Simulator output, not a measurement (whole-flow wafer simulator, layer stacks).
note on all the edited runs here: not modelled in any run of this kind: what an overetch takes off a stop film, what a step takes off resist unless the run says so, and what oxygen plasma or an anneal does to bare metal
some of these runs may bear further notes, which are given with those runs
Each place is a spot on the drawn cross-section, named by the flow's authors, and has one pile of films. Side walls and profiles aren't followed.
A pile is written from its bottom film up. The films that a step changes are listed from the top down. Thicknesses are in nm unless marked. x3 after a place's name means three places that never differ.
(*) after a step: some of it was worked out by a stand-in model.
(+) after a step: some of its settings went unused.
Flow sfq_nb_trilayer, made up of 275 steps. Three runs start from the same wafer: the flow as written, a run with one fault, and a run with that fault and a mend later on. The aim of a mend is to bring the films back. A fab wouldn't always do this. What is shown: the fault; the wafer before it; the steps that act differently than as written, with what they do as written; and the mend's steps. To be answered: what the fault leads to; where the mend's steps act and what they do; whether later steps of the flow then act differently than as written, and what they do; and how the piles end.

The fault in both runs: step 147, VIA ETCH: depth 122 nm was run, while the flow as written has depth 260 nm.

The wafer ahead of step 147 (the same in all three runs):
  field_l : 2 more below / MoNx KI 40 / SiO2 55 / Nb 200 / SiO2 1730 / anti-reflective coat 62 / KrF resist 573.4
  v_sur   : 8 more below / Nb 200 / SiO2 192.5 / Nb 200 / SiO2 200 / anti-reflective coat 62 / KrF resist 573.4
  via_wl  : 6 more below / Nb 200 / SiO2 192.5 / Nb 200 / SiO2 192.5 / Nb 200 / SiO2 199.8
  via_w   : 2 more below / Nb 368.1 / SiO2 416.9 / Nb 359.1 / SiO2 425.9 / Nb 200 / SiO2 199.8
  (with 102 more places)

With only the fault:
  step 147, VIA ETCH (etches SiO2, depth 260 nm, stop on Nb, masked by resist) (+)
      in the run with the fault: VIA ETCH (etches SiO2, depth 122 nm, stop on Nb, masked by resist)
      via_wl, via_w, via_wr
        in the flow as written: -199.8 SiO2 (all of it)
        in the run with the fault: -122 SiO2
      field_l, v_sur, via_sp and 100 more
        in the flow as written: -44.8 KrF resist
        in the run with the fault: -21 KrF resist
  Later steps of the flow acting differently than as written (4 more steps, not shown, differ only slightly: by at most 2% or 0.5 nm, whichever is larger):
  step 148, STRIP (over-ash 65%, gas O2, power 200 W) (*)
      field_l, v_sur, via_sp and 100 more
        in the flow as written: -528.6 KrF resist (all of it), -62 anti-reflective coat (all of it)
        in the run with the fault: -552.4 KrF resist (all of it), -62 anti-reflective coat (all of it)
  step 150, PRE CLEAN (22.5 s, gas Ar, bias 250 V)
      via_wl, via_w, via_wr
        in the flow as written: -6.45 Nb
        in the run with the fault: -7.5 SiO2
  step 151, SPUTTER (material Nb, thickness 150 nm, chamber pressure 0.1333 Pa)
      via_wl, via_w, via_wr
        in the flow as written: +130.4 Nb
        in the run with the fault: +139.4 Nb (new film)
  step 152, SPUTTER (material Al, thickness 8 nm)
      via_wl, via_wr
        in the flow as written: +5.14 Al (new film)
        in the run with the fault: +6.06 Al (new film)
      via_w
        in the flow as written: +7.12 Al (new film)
        in the run with the fault: +7.8 Al (new film)
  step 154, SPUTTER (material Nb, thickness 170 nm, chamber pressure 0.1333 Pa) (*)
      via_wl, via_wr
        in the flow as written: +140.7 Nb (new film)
        in the run with the fault: +124.1 Nb (new film)
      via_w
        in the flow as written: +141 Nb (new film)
        in the run with the fault: +166.1 Nb (new film)
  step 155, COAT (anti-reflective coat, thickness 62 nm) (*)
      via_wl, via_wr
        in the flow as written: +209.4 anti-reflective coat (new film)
        in the run with the fault: +183.6 anti-reflective coat (new film)
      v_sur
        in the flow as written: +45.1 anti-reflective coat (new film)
        in the run with the fault: +48.8 anti-reflective coat (new film)
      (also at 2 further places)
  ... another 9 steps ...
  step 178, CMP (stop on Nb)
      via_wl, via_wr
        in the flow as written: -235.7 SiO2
        in the run with the fault: -321.2 SiO2
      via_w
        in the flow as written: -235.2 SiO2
        in the run with the fault: -320.8 SiO2
  The piles end different from the flow's at via_wl, via_w, via_wr by more than 2% or 0.5 nm, whichever is larger.
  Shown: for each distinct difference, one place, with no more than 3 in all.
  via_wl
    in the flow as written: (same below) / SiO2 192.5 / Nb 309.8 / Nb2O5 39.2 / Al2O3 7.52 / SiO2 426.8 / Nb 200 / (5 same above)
    in the run with the fault: (same below) / SiO2 192.5 / Nb 200 / SiO2 70.3 / Nb 126.3 / Nb2O5 36.5 / Al2O3 9.04 / SiO2 341.3 / Nb 200 / (5 same above)
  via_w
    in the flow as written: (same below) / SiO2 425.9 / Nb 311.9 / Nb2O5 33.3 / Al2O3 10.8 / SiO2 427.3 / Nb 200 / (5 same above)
    in the run with the fault: (same below) / SiO2 425.9 / Nb 200 / SiO2 70.3 / Nb 128.3 / Nb2O5 30.7 / Al2O3 12.3 / SiO2 341.7 / Nb 200 / (5 same above)

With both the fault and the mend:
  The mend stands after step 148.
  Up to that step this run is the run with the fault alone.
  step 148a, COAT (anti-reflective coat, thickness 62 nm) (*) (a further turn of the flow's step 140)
      p4_fl x3, p4_w1 x9, p4_g1 x2 and 63 more
        +62 anti-reflective coat (new film)
      r_sur, res, r_end and 9 more
        +61.8 anti-reflective coat (new film)
      jj_sur, ce_l, c5j, ce_r, sp_r, be_r
        +61.7 anti-reflective coat (new film)
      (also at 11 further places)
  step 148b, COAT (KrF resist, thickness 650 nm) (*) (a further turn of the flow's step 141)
      p4_fl x3, p4_w1 x9, p4_g1 x2 and 63 more
        +650 KrF resist (new film)
      r_sur, res, r_end, moat, field_r, l0v
        +649.5 KrF resist (new film)
      lsp_l, ln_m5, lsp_m, ln_m6, lsp_r, l0_sur
        +649.6 KrF resist (new film)
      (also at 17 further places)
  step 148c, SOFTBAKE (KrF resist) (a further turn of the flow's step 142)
      alters no film at any place that is followed
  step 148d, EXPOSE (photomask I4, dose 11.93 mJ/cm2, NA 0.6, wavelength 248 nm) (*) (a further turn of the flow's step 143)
      alters no film at any place that is followed
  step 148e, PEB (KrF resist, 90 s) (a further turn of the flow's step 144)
      gap, jj_sur, ce_l and 93 more
        -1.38 KrF resist
      v_sur, via_sp, via_v, wire, be, be_sur
        -1.37 KrF resist
      via_wl, via_wr
        -1.49 KrF resist
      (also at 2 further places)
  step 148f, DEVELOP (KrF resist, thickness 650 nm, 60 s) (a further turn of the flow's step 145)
      field_l, v_sur, via_sp and 100 more
        -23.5 KrF resist
      via_wl
        -695 KrF resist (all of it)
      via_w
        -727.2 KrF resist (all of it)
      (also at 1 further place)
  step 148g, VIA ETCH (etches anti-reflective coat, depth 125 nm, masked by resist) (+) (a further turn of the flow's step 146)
      field_l, v_sur, via_sp and 100 more
        -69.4 KrF resist
      via_wl, via_wr
        -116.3 anti-reflective coat (all of it)
      via_w
        -80.4 anti-reflective coat (all of it), -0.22 SiO2
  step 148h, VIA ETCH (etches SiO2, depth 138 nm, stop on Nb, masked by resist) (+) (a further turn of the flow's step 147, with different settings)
      field_l, v_sur, via_sp and 100 more
        -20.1 KrF resist
      via_wl, via_wr
        -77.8 SiO2 (all of it)
      via_w
        -77.6 SiO2 (all of it)
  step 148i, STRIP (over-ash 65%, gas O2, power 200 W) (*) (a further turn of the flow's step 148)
      p4_fl x3, p4_w1 x9, p4_g1 x2 and 63 more
        -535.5 KrF resist (all of it), -62 anti-reflective coat (all of it)
      moat, field_r, lsp_l, ln_m5, lsp_m, ln_m6, lsp_r, l0_sur
        -535.1 KrF resist (all of it), -61.8 anti-reflective coat (all of it)
      r_sur, res, r_end, l0v
        -535 KrF resist (all of it), -61.8 anti-reflective coat (all of it)
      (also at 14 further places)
  Every later step of the flow that is run acts as written, at every place that is followed, to within 2% or 0.5 nm, whichever is larger.
  The piles end the same as the flow's at every place that both follow.
